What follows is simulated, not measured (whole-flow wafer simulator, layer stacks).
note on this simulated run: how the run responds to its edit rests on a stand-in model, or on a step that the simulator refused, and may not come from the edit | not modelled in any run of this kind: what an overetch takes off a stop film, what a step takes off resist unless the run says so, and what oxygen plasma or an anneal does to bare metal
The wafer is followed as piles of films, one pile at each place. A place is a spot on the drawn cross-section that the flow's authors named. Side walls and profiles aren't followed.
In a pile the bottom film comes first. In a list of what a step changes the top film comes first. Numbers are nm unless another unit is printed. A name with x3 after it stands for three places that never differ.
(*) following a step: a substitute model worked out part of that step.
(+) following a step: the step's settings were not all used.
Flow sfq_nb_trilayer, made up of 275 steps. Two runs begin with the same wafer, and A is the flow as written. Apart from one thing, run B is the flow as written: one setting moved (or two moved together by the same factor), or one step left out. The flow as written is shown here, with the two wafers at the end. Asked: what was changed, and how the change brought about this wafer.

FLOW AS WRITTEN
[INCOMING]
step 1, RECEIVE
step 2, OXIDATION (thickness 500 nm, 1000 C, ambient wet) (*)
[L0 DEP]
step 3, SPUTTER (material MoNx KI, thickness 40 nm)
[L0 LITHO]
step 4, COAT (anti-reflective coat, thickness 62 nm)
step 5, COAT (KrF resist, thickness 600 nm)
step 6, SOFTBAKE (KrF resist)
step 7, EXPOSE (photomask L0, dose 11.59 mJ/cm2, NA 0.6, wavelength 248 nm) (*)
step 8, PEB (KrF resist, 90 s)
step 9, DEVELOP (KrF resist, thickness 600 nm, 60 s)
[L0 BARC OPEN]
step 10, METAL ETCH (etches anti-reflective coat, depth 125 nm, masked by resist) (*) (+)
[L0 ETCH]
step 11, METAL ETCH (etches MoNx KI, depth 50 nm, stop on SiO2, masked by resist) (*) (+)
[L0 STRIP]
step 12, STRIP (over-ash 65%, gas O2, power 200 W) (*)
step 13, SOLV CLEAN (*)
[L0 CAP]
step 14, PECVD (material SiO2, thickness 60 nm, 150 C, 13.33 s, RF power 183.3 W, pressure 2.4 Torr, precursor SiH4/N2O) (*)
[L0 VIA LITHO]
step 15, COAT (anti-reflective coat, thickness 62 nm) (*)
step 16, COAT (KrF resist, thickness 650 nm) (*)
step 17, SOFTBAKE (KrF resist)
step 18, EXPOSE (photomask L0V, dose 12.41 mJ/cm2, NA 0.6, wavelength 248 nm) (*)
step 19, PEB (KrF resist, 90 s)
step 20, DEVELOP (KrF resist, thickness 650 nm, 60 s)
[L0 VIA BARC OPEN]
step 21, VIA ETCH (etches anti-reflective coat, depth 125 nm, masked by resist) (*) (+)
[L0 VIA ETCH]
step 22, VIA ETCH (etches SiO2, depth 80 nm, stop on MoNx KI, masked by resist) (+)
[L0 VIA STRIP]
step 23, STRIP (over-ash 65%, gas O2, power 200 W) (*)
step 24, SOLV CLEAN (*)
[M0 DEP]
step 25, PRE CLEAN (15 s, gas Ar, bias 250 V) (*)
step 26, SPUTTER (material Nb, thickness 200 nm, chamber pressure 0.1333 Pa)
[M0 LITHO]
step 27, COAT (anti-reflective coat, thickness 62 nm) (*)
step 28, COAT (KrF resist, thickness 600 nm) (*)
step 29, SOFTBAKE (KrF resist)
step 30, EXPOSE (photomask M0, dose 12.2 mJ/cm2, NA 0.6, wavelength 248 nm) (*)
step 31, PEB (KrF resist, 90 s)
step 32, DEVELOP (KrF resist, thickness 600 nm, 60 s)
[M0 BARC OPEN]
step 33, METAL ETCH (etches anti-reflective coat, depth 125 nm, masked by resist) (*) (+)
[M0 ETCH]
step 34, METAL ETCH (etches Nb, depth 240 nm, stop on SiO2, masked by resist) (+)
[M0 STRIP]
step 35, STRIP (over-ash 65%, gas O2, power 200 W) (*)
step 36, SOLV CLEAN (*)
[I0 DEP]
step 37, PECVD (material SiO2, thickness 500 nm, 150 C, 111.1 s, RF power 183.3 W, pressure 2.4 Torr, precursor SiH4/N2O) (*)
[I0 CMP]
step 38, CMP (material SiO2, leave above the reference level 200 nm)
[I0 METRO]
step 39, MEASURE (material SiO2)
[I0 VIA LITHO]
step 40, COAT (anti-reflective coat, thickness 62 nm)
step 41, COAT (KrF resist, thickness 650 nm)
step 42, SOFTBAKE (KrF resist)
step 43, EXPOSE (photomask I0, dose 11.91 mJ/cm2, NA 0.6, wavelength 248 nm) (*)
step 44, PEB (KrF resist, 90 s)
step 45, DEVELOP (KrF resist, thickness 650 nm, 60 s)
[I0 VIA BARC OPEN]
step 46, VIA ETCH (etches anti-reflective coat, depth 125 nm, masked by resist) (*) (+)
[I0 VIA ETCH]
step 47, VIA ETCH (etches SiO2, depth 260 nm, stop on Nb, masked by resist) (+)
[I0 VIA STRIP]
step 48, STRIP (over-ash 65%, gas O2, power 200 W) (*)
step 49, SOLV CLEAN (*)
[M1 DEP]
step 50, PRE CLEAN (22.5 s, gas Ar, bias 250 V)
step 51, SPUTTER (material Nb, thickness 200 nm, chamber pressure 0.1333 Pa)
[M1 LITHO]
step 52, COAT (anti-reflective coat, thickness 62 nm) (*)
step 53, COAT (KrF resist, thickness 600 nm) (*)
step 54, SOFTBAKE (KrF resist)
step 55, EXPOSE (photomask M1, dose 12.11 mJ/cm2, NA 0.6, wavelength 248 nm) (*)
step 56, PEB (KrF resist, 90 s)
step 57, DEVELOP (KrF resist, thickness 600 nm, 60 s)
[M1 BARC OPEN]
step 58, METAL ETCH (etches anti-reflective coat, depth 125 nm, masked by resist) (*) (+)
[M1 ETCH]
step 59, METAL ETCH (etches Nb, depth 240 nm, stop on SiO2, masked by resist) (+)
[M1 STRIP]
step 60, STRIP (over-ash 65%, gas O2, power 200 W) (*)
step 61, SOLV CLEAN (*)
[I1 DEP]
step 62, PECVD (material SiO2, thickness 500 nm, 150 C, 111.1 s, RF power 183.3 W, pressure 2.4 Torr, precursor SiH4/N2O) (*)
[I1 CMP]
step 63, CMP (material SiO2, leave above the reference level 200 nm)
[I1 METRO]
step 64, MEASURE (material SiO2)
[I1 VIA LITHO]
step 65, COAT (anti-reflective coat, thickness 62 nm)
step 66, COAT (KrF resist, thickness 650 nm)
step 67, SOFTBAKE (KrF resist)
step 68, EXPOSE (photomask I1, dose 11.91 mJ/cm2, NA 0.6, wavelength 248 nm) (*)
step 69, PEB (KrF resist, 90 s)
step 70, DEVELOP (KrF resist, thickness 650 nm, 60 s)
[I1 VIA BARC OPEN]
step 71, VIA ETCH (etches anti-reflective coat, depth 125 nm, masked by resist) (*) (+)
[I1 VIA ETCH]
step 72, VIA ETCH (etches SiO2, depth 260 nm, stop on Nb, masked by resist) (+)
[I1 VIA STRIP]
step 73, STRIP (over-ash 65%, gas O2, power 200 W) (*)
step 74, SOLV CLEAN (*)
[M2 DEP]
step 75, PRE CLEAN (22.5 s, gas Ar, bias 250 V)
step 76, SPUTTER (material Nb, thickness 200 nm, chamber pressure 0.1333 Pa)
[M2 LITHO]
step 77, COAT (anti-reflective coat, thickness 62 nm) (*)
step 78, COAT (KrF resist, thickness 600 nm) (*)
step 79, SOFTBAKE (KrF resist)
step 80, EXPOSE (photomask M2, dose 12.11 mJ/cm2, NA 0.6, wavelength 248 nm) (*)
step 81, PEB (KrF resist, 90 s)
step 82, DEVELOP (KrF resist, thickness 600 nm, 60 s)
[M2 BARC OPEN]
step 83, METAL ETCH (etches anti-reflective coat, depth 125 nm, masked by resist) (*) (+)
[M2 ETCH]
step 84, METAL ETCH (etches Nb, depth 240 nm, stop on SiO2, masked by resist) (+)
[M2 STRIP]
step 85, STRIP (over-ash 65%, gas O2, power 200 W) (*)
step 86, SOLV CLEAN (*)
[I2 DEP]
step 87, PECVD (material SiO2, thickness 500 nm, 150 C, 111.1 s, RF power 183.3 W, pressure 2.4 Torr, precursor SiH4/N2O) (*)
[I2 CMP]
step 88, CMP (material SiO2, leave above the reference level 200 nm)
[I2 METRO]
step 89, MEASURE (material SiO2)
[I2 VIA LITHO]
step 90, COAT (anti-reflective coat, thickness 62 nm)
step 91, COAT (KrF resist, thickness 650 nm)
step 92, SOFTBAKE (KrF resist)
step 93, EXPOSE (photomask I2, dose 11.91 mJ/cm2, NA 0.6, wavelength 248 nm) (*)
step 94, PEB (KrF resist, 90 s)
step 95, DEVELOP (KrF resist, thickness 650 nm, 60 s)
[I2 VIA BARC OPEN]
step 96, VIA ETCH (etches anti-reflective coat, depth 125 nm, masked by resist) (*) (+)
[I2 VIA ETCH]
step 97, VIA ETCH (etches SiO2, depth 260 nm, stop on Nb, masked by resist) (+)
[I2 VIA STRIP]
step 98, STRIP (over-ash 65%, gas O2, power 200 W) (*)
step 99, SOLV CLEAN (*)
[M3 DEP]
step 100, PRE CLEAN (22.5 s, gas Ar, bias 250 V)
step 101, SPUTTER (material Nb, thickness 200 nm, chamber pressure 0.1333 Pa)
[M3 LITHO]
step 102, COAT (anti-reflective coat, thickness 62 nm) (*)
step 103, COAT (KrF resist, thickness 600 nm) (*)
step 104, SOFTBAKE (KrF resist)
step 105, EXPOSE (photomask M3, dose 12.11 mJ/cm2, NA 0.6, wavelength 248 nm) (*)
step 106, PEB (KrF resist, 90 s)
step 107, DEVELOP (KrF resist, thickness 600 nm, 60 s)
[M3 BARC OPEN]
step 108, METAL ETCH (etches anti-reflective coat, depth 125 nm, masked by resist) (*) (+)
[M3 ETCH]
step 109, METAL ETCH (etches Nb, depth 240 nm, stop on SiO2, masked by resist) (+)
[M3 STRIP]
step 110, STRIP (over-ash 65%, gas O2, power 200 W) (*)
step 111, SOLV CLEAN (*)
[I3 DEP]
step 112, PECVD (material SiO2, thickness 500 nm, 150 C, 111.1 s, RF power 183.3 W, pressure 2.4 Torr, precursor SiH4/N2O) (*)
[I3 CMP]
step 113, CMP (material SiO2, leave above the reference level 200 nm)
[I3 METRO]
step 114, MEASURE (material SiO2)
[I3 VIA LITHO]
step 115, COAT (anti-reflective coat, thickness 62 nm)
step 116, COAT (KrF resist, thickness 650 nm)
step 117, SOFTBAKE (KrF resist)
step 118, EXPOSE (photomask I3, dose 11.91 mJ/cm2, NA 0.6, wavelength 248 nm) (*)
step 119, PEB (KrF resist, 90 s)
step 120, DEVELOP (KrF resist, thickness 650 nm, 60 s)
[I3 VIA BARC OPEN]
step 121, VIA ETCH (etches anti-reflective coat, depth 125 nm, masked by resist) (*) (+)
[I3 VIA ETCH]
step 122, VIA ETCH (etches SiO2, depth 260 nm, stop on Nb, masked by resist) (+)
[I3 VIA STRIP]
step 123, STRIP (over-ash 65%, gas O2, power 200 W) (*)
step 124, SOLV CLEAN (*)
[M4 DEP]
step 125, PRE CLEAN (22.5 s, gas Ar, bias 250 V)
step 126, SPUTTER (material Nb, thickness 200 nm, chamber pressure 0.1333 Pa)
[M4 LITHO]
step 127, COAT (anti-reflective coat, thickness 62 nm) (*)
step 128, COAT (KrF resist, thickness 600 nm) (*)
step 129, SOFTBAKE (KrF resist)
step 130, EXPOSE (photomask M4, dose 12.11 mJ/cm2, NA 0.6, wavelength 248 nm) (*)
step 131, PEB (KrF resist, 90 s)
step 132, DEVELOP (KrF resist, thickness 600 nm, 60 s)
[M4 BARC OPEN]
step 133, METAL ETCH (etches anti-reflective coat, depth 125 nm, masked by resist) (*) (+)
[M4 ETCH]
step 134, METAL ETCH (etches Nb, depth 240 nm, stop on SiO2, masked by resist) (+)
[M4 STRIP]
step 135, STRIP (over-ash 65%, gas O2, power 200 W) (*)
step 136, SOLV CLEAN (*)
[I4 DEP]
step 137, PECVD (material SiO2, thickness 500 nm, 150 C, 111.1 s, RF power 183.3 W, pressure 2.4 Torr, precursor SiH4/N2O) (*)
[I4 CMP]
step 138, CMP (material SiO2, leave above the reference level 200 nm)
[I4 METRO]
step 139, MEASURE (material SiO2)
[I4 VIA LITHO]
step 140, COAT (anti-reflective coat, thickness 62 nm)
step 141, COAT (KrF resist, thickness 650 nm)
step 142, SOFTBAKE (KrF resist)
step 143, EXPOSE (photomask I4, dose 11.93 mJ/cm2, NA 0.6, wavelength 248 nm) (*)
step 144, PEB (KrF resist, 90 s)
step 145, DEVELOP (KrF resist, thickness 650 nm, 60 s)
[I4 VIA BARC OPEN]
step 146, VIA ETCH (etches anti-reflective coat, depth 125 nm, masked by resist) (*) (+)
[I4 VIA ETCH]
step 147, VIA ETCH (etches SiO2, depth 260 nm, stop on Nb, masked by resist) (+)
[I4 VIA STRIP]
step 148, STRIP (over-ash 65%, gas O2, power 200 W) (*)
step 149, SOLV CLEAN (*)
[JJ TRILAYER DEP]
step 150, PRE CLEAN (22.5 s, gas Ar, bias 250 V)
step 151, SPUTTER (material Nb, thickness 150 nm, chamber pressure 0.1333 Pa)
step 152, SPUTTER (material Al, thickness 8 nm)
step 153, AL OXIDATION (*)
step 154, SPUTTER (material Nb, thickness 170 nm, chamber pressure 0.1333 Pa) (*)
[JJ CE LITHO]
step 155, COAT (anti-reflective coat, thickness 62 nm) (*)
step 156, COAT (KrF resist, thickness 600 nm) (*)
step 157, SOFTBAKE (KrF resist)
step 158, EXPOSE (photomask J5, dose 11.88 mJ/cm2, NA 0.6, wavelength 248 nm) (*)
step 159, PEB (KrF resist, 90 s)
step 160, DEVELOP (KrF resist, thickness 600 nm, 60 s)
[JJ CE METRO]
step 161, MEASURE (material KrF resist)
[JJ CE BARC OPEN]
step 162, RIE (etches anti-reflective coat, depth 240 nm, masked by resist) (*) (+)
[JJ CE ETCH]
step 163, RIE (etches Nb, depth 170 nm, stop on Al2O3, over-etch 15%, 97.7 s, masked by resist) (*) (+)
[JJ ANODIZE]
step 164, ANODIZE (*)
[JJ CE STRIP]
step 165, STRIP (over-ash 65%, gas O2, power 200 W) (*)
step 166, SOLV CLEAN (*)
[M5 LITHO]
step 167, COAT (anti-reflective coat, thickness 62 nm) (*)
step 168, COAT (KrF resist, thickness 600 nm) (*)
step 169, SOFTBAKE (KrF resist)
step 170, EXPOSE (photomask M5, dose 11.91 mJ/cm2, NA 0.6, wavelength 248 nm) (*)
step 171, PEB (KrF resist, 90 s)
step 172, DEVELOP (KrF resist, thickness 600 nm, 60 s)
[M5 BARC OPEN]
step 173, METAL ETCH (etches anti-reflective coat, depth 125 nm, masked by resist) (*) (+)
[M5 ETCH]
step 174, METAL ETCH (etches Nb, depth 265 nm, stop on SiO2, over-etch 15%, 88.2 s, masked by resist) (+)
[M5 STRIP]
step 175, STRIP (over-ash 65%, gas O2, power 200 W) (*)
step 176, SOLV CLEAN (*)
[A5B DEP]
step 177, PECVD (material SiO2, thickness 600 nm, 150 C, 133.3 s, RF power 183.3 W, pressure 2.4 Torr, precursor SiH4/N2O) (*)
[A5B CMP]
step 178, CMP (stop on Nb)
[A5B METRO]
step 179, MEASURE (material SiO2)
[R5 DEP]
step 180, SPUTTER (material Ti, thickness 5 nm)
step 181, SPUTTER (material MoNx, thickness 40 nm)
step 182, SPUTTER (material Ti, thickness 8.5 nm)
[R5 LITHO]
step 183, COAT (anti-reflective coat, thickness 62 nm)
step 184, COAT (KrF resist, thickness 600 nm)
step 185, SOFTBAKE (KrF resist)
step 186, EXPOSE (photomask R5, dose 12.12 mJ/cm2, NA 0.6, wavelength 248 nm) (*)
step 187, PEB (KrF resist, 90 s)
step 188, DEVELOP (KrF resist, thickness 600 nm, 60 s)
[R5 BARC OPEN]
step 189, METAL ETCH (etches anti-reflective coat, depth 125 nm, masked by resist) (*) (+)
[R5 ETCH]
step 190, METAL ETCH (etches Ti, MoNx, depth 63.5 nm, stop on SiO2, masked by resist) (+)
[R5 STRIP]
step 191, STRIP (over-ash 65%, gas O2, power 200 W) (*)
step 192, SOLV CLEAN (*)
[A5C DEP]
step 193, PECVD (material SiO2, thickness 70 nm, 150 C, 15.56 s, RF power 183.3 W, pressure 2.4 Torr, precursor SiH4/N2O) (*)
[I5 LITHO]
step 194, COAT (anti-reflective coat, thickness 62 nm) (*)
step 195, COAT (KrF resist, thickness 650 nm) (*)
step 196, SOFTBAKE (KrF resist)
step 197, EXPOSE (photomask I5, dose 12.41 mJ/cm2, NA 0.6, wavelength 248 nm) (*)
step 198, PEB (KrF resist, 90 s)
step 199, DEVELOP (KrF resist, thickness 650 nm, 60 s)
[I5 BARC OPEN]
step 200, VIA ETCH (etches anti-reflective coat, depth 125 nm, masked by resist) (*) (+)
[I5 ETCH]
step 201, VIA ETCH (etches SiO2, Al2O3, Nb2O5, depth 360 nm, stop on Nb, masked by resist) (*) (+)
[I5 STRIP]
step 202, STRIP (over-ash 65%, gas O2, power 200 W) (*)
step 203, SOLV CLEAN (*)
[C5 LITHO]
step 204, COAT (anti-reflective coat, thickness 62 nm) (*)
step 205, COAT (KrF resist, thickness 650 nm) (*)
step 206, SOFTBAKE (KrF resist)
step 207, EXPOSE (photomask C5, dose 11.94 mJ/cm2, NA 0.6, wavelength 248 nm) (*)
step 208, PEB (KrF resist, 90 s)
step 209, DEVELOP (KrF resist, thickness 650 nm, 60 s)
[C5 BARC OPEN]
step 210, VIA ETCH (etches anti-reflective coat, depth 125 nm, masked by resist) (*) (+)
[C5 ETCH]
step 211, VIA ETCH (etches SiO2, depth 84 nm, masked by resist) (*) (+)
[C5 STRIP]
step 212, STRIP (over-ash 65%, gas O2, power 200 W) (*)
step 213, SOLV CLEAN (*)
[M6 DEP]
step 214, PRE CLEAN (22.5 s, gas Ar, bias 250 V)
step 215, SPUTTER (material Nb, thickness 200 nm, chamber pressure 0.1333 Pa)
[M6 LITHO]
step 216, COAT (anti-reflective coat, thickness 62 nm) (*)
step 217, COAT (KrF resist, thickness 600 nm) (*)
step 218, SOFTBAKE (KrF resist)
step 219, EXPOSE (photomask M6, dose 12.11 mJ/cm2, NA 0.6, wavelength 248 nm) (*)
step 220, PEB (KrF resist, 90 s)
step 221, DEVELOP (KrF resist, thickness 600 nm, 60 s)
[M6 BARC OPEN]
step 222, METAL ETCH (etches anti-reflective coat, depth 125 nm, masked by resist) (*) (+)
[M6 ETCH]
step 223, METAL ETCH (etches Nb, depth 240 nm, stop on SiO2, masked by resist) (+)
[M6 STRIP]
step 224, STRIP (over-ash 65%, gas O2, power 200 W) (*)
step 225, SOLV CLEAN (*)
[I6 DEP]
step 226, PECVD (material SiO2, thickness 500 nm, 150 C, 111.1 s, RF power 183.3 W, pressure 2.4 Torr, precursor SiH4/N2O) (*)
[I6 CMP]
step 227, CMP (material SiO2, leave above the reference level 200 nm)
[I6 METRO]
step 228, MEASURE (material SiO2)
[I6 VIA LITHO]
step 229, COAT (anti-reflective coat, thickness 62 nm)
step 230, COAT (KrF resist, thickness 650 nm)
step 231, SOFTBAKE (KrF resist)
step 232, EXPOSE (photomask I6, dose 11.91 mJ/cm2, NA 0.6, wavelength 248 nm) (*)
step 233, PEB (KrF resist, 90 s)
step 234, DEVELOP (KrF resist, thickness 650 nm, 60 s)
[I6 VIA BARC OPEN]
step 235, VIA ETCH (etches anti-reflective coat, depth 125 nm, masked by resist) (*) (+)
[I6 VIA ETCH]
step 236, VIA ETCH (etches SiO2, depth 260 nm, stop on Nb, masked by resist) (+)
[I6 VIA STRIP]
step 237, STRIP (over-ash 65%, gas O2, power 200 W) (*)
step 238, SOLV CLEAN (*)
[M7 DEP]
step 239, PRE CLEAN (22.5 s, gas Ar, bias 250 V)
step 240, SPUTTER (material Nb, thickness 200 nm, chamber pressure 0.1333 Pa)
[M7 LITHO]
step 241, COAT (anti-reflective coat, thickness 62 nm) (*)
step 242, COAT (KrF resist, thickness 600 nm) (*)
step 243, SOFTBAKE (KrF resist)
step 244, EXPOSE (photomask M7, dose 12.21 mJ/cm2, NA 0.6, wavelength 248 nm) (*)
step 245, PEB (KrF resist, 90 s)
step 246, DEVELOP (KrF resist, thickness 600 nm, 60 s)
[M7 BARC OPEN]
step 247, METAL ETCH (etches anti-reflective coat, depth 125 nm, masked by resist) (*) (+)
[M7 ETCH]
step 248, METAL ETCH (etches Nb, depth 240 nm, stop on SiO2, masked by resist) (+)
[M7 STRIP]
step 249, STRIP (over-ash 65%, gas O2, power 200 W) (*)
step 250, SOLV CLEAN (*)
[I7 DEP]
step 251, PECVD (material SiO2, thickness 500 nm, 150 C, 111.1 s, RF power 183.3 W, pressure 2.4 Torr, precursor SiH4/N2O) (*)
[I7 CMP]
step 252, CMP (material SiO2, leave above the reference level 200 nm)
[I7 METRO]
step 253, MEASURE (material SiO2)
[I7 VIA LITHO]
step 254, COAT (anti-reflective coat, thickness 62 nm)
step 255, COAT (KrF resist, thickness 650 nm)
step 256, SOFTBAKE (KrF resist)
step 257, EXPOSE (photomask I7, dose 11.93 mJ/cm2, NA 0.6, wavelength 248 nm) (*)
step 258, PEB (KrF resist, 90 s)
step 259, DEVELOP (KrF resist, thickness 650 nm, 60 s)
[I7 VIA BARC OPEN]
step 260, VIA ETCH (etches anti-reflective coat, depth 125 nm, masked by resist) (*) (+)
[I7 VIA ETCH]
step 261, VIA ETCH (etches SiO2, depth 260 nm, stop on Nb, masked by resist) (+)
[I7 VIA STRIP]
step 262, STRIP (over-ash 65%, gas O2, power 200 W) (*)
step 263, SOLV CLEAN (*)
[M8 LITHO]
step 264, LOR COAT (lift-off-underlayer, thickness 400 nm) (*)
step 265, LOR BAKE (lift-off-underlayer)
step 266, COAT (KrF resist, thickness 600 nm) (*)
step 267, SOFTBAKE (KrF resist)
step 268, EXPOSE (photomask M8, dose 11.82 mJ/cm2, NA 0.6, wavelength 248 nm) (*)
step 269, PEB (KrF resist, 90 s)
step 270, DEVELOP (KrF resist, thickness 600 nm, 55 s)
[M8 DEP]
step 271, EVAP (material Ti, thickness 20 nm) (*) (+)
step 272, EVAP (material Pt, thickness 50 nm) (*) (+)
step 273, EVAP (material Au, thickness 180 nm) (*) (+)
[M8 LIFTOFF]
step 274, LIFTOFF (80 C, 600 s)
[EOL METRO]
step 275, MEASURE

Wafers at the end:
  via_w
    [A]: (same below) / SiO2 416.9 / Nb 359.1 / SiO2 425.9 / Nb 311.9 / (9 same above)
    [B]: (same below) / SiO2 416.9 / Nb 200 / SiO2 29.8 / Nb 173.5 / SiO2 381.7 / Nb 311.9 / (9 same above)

What caused this: step 97, VIA ETCH: depth 162.5 nm was run, though the flow has depth 260 nm.

How this came from the change, step by step:
  step 97, VIA ETCH (etches SiO2, depth 260 nm, stop on Nb, masked by resist) (+)
      via_w: A SiO2 loses 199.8 (all of it) | B SiO2 loses 162.5
      field_l, v_sur, via_wl and 102 more: A KrF resist loses 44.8 | B KrF resist loses 28
  step 98, STRIP (over-ash 65%, gas O2, power 200 W) (*)
      field_l, v_sur, via_wl and 102 more: A KrF resist loses 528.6 (all of it), anti-reflective coat loses 62 (all of it) | B KrF resist loses 545.4 (all of it), anti-reflective coat loses 62 (all of it)
  step 100, PRE CLEAN (22.5 s, gas Ar, bias 250 V)
      via_w: A Nb loses 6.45 | B SiO2 loses 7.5
  step 101, SPUTTER (material Nb, thickness 200 nm, chamber pressure 0.1333 Pa)
      via_w: A Nb gains 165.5 | B Nb gains 173.5 (new film)
  step 102, COAT (anti-reflective coat, thickness 62 nm) (*)
      via_wl: A anti-reflective coat gains 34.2 (new film) | B anti-reflective coat gains 33.2 (new film)
      via_w: A anti-reflective coat gains 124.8 (new film) | B anti-reflective coat gains 115.1 (new film)
  step 103, COAT (KrF resist, thickness 600 nm) (*)
      via_w: A KrF resist gains 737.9 (new film) | B KrF resist gains 708.7 (new film)
  step 110, STRIP (over-ash 65%, gas O2, power 200 W) (*)
      via_wl: A KrF resist loses 384.2 (all of it), anti-reflective coat loses 34.2 (all of it) | B KrF resist loses 389.2 (all of it), anti-reflective coat loses 33.2 (all of it)
      via_w: A KrF resist loses 520 (all of it), anti-reflective coat loses 124.8 (all of it) | B KrF resist loses 490.8 (all of it), anti-reflective coat loses 115.1 (all of it)
  step 112, PECVD (material SiO2, thickness 500 nm, 150 C, 111.1 s, RF power 183.3 W, pressure 2.4 Torr, precursor SiH4/N2O) (*)
      via_w: A SiO2 gains 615 (new film) | B SiO2 gains 546.3 (new film)
  step 113, CMP (material SiO2, leave above the reference level 200 nm)
      via_w: A SiO2 loses 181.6 | B SiO2 loses 157.1
If metal films that touch count as one body, via_w has 6 bodies (between them, from the top down: SiO2 192.5; SiO2 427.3 / Al2O3 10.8 / Nb2O5 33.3; SiO2 381.7; SiO2 29.8; SiO2 416.9); the flow as written gives 5 bodies (between them, from the top down: SiO2 192.5; SiO2 427.3 / Al2O3 10.8 / Nb2O5 33.3; SiO2 425.9; SiO2 416.9).
